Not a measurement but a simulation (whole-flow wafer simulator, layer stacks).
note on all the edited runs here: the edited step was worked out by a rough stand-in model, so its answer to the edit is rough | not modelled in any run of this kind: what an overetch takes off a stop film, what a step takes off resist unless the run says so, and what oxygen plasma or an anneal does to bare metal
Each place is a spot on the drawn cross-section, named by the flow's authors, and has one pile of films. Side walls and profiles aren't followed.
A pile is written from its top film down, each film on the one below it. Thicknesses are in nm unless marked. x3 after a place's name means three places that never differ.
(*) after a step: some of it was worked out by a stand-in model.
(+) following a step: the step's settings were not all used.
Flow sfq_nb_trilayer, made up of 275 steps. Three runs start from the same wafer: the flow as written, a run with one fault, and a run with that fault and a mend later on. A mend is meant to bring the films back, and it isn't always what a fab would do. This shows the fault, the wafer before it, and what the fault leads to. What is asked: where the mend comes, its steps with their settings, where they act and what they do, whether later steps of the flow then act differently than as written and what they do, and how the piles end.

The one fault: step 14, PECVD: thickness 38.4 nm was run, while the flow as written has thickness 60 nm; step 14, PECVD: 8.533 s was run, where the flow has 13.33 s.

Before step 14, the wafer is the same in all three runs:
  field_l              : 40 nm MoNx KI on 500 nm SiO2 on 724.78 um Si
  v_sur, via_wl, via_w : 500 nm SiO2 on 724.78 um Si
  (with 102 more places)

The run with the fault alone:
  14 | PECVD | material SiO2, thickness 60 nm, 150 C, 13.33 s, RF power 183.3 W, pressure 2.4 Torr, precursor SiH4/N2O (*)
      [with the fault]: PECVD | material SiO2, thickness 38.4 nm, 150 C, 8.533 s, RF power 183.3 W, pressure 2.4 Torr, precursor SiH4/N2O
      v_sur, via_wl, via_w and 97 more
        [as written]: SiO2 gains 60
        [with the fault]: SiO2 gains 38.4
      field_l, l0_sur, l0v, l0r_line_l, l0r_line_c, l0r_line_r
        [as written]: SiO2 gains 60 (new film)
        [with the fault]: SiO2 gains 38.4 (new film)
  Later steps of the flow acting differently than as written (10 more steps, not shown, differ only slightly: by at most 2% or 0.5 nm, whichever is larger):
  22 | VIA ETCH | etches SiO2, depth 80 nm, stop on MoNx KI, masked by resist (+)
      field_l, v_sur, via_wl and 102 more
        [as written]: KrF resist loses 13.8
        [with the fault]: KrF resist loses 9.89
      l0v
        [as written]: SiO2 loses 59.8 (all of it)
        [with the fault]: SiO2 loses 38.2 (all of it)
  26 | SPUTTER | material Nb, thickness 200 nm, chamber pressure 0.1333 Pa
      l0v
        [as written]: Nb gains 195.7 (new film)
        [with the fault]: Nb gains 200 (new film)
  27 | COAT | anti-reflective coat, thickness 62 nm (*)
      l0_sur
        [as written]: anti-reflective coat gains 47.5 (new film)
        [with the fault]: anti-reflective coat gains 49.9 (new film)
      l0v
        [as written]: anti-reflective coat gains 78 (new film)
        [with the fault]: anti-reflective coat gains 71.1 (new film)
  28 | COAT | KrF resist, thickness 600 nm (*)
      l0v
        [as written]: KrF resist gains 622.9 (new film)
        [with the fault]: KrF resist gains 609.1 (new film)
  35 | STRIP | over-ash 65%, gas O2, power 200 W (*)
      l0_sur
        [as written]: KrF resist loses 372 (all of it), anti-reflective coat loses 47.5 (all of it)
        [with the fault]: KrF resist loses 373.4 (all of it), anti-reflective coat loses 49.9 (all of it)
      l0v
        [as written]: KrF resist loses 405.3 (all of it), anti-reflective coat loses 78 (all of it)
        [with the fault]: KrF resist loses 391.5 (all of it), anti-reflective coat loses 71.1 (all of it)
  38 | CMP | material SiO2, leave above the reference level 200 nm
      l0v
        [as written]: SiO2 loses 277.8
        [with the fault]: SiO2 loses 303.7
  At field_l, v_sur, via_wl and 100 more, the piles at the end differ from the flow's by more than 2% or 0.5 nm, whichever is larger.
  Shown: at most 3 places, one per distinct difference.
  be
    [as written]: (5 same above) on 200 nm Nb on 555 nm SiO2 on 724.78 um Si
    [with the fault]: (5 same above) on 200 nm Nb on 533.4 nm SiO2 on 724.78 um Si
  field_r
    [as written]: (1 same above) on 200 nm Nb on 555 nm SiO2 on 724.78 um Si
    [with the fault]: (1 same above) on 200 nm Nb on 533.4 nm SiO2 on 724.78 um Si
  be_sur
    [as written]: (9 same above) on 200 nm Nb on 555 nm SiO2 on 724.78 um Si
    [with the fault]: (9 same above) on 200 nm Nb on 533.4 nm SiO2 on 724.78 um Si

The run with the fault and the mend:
  The mend stands after step 20.
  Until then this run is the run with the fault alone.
  20a | STRIP | over-ash 65%, gas O2, power 200 W (*)
      p4_fl x3, p4_w1 x9, p4_g1 x2 and 59 more
        KrF resist loses 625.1 (all of it), anti-reflective coat loses 62 (all of it)
      jj_sur, ce_l, c5j, ce_r, sp_r, be_r, r_sur
        KrF resist loses 632 (all of it), anti-reflective coat loses 63.7 (all of it)
      gap, res, r_end
        KrF resist loses 632.1 (all of it), anti-reflective coat loses 63.7 (all of it)
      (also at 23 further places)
  20b | PECVD | material SiO2, thickness 21.6 nm, 150 C, 4.8 s, RF power 183.3 W, pressure 2.4 Torr, precursor SiH4/N2O (a further turn of the flow's step 14, with different settings)
      field_l, v_sur, via_wl and 103 more
        SiO2 gains 21.6
  20c | COAT | anti-reflective coat, thickness 62 nm (*) (a further turn of the flow's step 15)
      p4_fl x3, p4_w1 x9, p4_g1 x2 and 59 more
        anti-reflective coat gains 62 (new film)
      be_sur, gap, jj_sur and 8 more
        anti-reflective coat gains 63.7 (new film)
      wire, be, moat, field_r, lsp_l
        anti-reflective coat gains 63.8 (new film)
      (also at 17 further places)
  20d | COAT | KrF resist, thickness 650 nm (*) (a further turn of the flow's step 16)
      p4_fl x3, p4_w1 x9, p4_g1 x2 and 59 more
        KrF resist gains 650 (new film)
      jj_sur, ce_l, c5j, ce_r, sp_r, be_r, r_sur
        KrF resist gains 656.9 (new film)
      v_sur, via_wr
        KrF resist gains 659.5 (new film)
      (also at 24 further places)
  20e | SOFTBAKE | KrF resist (a further turn of the flow's step 17)
      alters no film at any place that is followed
  20f | EXPOSE | photomask L0V, dose 12.41 mJ/cm2, NA 0.6, wavelength 248 nm (*) (a further turn of the flow's step 18)
      alters no film at any place that is followed
  20g | PEB | KrF resist, 90 s (a further turn of the flow's step 19)
      p4_fl x3, p4_w1 x9, p4_g1 x2 and 59 more
        KrF resist loses 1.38
      via_v, wire, be and 15 more
        KrF resist loses 1.39
      v_sur, via_w, via_wr, via_sp, lsp_m, ln_m6, lsp_r
        KrF resist loses 1.4
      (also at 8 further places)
  20h | DEVELOP | KrF resist, thickness 650 nm, 60 s (a further turn of the flow's step 20)
      field_l, v_sur, via_wl and 102 more
        KrF resist loses 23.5
      l0v
        KrF resist loses 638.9 (all of it)
  Every later step of the flow that is run acts as written, at every place that is followed, to within 2% or 0.5 nm, whichever is larger.
  At every place that both follow, the piles at the end match the flow's.
